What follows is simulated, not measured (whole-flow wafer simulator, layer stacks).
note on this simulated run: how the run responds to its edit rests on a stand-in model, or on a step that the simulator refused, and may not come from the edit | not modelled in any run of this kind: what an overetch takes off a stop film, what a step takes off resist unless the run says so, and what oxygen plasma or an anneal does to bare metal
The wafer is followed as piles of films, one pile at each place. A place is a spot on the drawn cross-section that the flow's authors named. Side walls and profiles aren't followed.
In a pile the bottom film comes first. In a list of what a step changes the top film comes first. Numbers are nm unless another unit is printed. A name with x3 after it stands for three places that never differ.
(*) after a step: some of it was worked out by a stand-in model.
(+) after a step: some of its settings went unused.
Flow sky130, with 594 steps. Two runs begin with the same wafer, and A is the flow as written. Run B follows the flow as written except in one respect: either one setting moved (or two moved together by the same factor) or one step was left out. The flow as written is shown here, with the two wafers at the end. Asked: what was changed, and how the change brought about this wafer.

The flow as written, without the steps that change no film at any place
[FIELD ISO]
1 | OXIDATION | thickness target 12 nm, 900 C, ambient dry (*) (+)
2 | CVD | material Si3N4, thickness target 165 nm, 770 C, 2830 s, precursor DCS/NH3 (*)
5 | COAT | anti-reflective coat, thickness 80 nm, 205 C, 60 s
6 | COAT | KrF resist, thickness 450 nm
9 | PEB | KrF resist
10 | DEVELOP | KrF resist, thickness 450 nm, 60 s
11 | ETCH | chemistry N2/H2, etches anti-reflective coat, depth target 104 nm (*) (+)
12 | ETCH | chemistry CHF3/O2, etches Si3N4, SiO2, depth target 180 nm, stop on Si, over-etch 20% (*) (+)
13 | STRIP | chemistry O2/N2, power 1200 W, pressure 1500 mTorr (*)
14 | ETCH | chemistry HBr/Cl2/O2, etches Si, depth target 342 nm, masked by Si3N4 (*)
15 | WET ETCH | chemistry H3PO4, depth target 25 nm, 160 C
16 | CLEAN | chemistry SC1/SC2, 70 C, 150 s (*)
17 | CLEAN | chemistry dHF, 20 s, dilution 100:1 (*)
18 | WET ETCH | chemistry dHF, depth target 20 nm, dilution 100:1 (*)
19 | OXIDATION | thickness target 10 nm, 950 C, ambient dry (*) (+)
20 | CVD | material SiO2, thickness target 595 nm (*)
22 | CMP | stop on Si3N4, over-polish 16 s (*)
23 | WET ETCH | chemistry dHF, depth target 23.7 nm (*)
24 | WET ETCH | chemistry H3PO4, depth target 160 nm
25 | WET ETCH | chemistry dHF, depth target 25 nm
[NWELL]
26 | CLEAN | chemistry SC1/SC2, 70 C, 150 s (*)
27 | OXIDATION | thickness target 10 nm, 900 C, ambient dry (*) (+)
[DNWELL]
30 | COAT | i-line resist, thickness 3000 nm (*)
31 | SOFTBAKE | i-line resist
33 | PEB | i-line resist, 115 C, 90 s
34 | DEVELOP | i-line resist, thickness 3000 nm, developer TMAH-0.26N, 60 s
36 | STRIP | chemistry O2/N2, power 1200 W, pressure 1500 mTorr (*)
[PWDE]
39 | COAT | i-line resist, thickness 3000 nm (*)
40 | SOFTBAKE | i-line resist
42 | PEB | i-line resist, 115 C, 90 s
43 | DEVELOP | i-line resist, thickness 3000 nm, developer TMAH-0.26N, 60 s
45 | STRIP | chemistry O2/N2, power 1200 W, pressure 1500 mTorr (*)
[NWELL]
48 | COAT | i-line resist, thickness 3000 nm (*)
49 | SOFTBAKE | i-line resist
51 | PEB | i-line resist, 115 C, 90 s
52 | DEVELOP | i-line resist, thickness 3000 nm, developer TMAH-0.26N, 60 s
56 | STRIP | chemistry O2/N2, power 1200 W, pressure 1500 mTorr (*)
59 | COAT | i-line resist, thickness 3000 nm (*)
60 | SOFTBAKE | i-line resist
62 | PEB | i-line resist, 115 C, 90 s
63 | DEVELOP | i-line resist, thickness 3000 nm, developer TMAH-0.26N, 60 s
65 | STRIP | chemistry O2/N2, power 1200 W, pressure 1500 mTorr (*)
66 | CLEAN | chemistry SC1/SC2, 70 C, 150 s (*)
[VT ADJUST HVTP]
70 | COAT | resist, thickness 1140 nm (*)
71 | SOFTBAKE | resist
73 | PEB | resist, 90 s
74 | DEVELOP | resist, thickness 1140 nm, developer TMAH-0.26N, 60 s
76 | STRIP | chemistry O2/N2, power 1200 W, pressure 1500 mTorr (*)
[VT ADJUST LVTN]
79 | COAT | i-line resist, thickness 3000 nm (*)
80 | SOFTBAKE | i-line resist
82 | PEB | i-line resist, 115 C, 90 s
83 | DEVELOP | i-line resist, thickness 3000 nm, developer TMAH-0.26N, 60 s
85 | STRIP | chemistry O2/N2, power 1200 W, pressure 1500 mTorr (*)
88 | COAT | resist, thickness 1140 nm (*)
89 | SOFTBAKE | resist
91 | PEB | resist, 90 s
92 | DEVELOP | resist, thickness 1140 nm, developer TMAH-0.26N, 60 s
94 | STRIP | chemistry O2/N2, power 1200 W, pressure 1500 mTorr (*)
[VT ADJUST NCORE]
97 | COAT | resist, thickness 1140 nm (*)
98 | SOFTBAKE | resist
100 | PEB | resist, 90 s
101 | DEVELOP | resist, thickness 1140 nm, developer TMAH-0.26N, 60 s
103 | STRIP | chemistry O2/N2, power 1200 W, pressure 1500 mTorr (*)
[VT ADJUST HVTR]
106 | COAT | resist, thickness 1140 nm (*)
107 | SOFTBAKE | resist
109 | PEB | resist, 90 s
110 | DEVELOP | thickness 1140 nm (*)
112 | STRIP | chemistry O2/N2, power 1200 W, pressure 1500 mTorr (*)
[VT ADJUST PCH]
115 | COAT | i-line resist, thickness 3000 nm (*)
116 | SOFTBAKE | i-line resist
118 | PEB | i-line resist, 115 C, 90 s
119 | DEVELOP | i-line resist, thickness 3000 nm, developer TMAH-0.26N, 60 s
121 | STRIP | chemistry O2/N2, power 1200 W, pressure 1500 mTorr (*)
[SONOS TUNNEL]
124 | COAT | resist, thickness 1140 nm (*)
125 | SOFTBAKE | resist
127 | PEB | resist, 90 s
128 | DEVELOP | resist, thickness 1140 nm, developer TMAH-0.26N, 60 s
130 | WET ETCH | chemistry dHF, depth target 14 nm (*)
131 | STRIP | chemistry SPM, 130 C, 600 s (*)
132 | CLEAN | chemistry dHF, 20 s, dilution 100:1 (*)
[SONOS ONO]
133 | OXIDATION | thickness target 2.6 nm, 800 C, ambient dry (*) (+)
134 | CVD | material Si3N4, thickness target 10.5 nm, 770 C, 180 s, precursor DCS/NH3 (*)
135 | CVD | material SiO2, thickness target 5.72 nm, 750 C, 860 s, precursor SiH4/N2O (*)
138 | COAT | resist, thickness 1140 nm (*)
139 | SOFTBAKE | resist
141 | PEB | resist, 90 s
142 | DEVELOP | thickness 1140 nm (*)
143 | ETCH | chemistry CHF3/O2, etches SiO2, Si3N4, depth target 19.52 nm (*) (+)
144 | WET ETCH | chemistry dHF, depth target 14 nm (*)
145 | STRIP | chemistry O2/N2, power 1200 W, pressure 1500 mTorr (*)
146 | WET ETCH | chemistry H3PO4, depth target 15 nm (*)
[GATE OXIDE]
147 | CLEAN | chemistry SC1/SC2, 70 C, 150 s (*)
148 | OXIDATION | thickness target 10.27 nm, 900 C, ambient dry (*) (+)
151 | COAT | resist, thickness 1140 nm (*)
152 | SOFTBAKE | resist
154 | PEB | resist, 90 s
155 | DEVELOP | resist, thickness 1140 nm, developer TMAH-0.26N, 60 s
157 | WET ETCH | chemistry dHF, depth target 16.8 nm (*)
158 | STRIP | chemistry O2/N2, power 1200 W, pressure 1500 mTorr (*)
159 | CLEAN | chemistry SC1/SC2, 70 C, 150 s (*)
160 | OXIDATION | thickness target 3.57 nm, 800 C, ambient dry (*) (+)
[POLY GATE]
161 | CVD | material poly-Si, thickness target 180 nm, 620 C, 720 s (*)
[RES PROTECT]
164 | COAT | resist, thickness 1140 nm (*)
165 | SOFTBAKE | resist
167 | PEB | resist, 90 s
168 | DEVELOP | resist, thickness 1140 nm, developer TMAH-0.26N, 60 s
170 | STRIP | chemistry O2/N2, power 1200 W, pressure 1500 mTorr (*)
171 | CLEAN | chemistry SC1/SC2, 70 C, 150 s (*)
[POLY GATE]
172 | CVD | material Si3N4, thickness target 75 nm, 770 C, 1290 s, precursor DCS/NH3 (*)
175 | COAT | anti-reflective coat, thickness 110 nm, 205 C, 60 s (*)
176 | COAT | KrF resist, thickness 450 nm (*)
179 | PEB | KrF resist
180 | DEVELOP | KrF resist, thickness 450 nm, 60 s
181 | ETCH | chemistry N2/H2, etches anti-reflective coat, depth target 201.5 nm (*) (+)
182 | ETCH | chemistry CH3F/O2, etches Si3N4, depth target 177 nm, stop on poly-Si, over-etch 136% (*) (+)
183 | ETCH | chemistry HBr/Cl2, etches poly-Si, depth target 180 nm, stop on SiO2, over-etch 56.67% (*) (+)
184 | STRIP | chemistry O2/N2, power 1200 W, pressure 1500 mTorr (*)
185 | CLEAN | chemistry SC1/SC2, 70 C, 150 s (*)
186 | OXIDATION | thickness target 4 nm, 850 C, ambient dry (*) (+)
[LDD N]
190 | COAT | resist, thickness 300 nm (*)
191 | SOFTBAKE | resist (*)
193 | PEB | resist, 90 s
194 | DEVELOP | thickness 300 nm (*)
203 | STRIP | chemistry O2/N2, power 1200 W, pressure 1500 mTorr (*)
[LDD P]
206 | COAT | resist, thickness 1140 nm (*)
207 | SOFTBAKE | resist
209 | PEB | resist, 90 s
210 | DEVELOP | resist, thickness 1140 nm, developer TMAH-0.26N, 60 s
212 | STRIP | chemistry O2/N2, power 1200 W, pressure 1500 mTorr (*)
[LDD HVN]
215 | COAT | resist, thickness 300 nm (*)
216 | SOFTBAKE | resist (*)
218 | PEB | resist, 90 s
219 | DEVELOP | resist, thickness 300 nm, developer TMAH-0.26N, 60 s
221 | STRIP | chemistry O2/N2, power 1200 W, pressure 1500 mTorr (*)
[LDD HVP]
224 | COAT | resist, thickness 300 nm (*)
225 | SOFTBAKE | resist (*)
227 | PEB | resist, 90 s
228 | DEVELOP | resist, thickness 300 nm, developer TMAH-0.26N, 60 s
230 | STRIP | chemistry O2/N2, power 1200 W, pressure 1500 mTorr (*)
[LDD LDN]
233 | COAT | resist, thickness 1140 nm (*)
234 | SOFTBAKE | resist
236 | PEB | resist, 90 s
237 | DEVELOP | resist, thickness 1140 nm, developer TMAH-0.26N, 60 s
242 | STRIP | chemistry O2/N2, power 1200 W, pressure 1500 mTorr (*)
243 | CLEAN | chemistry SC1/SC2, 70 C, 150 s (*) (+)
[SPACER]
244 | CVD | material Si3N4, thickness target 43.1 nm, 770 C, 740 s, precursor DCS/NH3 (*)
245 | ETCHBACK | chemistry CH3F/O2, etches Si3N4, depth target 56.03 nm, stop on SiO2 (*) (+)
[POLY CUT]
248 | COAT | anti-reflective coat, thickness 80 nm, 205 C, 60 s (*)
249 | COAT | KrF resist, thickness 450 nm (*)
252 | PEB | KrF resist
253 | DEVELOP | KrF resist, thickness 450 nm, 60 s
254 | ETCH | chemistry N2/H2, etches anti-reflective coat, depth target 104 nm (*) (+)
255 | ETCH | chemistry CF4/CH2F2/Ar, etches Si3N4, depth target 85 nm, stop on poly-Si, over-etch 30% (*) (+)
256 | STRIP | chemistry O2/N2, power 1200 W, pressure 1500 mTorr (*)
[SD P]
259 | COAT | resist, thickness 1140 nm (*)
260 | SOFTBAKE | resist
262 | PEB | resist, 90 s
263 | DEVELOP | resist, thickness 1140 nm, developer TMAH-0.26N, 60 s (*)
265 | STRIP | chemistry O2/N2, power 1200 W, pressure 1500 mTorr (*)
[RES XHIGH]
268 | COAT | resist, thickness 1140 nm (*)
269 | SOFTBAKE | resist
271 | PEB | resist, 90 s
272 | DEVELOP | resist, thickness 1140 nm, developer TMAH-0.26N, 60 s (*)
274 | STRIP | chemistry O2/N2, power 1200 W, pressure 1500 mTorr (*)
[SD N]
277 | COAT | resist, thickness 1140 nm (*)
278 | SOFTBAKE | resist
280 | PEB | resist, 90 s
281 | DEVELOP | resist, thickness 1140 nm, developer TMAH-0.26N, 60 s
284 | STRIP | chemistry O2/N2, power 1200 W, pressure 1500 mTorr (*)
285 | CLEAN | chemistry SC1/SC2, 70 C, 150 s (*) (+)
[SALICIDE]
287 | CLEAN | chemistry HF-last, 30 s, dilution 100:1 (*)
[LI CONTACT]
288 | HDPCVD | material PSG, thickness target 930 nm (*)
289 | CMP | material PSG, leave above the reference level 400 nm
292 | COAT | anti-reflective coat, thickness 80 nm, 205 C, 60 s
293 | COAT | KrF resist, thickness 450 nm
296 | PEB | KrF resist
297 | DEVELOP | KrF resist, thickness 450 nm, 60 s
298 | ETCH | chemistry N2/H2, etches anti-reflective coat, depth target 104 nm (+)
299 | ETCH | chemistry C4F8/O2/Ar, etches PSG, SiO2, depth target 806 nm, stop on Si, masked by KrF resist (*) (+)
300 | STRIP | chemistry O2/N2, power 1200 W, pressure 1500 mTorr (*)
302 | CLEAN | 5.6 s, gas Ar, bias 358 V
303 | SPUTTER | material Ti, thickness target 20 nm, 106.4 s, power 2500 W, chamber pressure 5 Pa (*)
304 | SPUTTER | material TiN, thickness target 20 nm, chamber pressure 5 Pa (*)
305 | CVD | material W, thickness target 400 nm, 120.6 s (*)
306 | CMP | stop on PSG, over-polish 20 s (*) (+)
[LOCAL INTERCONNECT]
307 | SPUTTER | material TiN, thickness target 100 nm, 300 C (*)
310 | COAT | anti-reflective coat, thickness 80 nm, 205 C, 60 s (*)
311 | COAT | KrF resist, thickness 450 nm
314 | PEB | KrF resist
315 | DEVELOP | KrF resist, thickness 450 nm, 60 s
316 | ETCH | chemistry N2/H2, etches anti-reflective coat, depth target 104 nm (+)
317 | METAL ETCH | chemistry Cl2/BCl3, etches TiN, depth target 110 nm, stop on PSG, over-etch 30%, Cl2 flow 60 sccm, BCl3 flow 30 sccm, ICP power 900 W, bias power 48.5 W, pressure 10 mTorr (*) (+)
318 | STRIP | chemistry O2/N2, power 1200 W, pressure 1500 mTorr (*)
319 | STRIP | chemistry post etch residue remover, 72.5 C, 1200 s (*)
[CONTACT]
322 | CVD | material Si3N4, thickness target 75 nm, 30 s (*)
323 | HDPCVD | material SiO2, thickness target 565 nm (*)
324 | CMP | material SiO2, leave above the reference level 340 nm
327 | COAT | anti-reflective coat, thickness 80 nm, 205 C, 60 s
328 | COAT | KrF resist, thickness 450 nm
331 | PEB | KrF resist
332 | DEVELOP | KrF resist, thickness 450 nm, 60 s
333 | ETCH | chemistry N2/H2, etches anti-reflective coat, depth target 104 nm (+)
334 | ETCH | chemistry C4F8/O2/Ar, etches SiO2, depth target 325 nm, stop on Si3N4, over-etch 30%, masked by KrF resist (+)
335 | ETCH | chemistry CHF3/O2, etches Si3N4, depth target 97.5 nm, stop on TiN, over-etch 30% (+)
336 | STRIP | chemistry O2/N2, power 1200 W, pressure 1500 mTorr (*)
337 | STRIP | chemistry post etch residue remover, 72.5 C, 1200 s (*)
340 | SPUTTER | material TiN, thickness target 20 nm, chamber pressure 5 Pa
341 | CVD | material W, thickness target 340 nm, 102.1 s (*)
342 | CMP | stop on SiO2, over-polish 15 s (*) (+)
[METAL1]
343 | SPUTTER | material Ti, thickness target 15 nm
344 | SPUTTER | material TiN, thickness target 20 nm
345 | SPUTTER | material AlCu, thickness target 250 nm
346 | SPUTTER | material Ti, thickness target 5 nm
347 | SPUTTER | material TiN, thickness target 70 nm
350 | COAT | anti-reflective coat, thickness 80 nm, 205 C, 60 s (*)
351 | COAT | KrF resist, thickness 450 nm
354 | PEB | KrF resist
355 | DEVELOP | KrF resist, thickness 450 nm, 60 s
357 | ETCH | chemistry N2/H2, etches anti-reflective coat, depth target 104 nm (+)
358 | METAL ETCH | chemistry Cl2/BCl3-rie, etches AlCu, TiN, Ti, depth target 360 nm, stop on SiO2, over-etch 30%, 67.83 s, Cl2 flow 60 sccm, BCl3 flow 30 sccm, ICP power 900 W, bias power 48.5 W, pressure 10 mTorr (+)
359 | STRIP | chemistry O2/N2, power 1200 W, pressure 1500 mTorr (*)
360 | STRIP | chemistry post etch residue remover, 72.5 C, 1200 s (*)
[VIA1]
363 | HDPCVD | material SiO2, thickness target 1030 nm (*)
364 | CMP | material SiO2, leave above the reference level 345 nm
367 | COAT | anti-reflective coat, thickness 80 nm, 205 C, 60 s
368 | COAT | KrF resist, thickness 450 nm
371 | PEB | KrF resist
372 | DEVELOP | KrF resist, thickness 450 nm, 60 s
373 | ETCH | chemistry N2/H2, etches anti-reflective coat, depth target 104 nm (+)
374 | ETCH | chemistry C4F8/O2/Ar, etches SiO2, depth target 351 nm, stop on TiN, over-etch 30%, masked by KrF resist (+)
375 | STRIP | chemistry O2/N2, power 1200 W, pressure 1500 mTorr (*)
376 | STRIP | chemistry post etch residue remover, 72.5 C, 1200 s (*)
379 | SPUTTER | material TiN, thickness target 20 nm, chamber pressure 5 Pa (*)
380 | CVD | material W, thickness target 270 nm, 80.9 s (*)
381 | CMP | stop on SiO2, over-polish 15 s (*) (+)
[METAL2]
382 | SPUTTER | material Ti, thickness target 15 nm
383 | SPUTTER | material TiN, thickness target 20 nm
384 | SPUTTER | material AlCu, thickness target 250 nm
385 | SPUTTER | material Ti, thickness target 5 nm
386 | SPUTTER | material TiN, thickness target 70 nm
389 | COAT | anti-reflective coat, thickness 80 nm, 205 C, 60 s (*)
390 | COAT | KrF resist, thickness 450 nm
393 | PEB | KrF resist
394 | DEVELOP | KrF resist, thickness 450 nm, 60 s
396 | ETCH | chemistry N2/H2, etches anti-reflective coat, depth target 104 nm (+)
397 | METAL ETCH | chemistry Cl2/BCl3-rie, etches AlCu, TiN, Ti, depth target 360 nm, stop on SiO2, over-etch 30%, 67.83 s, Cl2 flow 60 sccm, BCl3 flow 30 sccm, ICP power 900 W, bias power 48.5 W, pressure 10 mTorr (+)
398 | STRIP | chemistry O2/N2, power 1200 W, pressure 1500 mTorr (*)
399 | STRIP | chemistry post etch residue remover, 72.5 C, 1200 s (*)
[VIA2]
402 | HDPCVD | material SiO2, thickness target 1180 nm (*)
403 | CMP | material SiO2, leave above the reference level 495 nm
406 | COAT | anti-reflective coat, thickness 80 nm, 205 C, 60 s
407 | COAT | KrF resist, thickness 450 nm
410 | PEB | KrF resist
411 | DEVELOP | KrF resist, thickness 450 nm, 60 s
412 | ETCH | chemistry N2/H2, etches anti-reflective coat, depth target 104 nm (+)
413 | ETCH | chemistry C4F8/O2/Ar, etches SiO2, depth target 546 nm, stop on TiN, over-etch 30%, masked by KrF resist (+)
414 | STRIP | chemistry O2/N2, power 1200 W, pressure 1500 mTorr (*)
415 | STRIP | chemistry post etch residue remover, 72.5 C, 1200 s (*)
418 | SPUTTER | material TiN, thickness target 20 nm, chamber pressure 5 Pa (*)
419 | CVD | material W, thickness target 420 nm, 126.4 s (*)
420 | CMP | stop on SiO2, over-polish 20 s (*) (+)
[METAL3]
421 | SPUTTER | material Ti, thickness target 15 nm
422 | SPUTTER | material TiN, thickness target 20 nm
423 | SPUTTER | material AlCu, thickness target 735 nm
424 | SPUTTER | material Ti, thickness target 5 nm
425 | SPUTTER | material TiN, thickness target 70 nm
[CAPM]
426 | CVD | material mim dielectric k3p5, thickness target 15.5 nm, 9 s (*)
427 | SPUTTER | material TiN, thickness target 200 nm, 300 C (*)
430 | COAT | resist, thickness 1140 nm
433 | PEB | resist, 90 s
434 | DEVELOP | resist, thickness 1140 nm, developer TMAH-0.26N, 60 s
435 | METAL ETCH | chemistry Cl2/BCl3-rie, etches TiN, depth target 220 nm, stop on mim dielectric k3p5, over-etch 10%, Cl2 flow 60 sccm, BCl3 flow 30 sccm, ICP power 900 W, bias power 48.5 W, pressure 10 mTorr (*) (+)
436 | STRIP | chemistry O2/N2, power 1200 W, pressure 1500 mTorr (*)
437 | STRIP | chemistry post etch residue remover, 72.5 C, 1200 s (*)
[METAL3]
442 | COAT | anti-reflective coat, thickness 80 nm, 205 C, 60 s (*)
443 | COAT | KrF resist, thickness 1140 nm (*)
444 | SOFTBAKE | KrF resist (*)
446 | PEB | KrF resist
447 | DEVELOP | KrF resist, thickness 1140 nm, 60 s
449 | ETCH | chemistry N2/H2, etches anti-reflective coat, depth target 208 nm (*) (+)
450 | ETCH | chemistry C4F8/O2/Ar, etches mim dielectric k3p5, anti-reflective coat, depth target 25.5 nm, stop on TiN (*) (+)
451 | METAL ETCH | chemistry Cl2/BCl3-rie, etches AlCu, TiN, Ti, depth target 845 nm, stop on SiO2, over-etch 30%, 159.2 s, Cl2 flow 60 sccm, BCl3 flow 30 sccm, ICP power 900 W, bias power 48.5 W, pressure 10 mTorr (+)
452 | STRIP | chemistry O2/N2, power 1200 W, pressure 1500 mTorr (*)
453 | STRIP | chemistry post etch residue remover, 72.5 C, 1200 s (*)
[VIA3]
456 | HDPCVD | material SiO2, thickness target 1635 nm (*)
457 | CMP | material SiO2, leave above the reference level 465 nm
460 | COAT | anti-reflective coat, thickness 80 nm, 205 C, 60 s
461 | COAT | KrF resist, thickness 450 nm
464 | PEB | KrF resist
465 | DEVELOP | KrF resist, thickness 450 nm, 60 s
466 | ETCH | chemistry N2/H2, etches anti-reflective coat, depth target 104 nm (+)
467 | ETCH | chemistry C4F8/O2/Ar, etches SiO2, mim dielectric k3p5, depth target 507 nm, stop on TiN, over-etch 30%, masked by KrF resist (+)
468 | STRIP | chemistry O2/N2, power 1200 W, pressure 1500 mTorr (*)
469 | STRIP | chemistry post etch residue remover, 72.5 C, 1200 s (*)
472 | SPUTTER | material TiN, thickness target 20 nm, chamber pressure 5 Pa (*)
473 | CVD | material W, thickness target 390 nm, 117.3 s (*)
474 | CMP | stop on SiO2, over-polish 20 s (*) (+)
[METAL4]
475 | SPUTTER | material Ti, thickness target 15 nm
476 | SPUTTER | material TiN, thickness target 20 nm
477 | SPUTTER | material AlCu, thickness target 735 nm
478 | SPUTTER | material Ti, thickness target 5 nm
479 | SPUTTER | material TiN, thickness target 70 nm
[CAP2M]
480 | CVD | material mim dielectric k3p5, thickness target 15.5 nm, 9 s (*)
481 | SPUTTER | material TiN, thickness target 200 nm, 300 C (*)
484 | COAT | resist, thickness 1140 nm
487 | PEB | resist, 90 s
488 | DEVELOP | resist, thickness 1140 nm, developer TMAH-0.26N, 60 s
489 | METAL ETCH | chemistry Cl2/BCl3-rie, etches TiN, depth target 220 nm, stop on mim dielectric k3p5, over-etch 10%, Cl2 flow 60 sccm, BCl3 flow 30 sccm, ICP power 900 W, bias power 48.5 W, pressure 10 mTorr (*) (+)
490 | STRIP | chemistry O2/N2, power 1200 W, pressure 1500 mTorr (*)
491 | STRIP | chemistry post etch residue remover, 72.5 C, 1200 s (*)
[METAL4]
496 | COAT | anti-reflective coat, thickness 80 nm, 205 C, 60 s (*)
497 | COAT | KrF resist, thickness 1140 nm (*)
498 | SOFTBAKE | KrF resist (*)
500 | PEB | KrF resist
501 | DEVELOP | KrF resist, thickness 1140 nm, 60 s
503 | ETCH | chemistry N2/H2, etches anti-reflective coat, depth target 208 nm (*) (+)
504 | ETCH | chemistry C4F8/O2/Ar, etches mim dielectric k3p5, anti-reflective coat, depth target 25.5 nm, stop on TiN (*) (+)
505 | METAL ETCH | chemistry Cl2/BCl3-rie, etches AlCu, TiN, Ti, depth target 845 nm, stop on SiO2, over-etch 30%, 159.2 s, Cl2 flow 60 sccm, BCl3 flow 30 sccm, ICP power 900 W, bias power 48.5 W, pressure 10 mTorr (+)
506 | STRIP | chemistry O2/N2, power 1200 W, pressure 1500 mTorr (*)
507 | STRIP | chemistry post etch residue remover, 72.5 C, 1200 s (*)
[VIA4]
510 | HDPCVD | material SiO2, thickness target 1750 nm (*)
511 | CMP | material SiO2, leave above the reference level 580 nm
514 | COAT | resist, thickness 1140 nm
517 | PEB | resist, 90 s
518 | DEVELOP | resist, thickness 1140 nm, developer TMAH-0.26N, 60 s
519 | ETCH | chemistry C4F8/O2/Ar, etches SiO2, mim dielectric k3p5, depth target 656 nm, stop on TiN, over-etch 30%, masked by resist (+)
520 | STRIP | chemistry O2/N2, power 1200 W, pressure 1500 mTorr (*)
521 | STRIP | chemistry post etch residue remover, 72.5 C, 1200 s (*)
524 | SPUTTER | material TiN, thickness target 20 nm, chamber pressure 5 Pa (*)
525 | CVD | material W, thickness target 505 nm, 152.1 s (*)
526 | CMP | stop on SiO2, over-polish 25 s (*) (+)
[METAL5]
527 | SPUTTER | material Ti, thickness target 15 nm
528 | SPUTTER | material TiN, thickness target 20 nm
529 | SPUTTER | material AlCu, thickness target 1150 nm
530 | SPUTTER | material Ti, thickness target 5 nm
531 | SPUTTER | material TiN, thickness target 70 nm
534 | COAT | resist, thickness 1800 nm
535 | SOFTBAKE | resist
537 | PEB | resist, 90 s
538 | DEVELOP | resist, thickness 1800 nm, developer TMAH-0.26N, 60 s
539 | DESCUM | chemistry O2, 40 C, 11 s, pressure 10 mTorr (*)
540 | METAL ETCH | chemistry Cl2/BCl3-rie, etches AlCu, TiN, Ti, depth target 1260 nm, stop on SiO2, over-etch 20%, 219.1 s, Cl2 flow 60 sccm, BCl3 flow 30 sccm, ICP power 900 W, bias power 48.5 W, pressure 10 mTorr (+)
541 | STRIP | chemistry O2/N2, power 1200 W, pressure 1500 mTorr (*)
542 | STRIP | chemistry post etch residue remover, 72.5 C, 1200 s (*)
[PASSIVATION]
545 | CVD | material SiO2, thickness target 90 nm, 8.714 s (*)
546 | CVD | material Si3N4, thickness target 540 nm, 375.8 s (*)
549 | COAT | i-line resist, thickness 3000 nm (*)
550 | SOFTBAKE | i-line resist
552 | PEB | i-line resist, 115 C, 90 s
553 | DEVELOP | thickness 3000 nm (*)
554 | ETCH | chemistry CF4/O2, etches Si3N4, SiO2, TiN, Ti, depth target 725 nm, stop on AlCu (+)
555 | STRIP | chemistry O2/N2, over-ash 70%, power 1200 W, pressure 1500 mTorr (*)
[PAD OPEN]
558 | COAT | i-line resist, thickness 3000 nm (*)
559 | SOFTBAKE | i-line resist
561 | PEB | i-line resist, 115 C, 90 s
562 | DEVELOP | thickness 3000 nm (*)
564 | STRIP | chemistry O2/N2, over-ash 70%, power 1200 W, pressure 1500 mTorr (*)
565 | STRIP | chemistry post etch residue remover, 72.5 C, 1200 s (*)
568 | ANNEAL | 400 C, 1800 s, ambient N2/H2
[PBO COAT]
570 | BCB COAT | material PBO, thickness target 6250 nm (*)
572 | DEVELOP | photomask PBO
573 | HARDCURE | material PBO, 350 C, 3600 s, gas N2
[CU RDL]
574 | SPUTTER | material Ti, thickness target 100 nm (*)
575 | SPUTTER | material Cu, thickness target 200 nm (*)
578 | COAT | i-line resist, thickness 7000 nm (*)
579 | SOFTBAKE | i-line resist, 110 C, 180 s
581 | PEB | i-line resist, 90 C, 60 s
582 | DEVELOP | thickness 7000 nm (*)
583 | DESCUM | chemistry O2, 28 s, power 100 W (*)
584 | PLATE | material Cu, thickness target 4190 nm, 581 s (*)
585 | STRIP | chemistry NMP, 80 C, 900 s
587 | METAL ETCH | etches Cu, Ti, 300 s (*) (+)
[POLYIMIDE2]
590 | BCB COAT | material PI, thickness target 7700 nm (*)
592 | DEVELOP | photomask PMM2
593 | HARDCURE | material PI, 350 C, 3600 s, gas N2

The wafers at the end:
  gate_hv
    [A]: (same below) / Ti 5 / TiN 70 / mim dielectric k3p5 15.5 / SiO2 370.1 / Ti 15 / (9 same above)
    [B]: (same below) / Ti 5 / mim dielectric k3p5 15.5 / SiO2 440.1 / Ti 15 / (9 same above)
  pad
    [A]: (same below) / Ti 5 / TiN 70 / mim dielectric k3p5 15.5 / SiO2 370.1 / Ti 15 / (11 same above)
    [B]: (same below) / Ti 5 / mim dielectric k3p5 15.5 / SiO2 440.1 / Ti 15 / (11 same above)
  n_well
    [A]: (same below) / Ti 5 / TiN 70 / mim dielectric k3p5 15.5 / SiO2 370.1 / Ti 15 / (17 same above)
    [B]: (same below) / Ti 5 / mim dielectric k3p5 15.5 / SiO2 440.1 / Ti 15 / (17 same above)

What caused this: step 425, SPUTTER: material TiN, thickness target 70 nm, was skipped.

The path from the change to this, step by step:
  451 | METAL ETCH | chemistry Cl2/BCl3-rie, etches AlCu, TiN, Ti, depth target 845 nm, stop on SiO2, over-etch 30%, 159.2 s, Cl2 flow 60 sccm, BCl3 flow 30 sccm, ICP power 900 W, bias power 48.5 W, pressure 10 mTorr (+)
      field, active, gate and 69 more: A -70 TiN (all of it), -5 Ti (all of it), -735 AlCu (all of it), -20 TiN (all of it), -15 Ti (all of it), -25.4 SiO2 | B -5 Ti (all of it), -735 AlCu (all of it), -20 TiN (all of it), -15 Ti (all of it), -32.4 SiO2
      vpp_ln, vpp_iso2, ndiff_ln and 10 more: A -70 TiN (all of it), -5 Ti (all of it), -735 AlCu (all of it), -20 TiN (all of it), -15 Ti (all of it), -25.3 SiO2 | B -5 Ti (all of it), -735 AlCu (all of it), -20 TiN (all of it), -15 Ti (all of it), -32.3 SiO2
  457 | CMP | material SiO2, leave above the reference level 465 nm
      n_well, p_well, gate_hv and 99 more: A -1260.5 SiO2 | B -1190.5 SiO2
      mim, mim_edge_plate_strap, mim_edge_plate: A -1459.7 SiO2 | B -1389.7 SiO2
      (also at 2 further places)
  467 | ETCH | chemistry C4F8/O2/Ar, etches SiO2, mim dielectric k3p5, depth target 507 nm, stop on TiN, over-etch 30%, masked by KrF resist (+)
      m1: A -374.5 SiO2 (all of it), -15.5 mim dielectric k3p5 (all of it) | B -444.5 SiO2 (all of it), -15.5 mim dielectric k3p5 (all of it), -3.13 Ti
      via3_hole: A -373.9 SiO2 (all of it), -15.5 mim dielectric k3p5 (all of it) | B -443.9 SiO2 (all of it), -15.5 mim dielectric k3p5 (all of it), -3.17 Ti
  472 | SPUTTER | material TiN, thickness target 20 nm, chamber pressure 5 Pa (*)
      m1, via3_hole: A +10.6 TiN | B +9.62 TiN (new film)
  473 | CVD | material W, thickness target 390 nm, 117.3 s (*)
      m1: A +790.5 W (new film) | B +864.1 W (new film)
      via3_hole: A +789.9 W (new film) | B +863.6 W (new film)
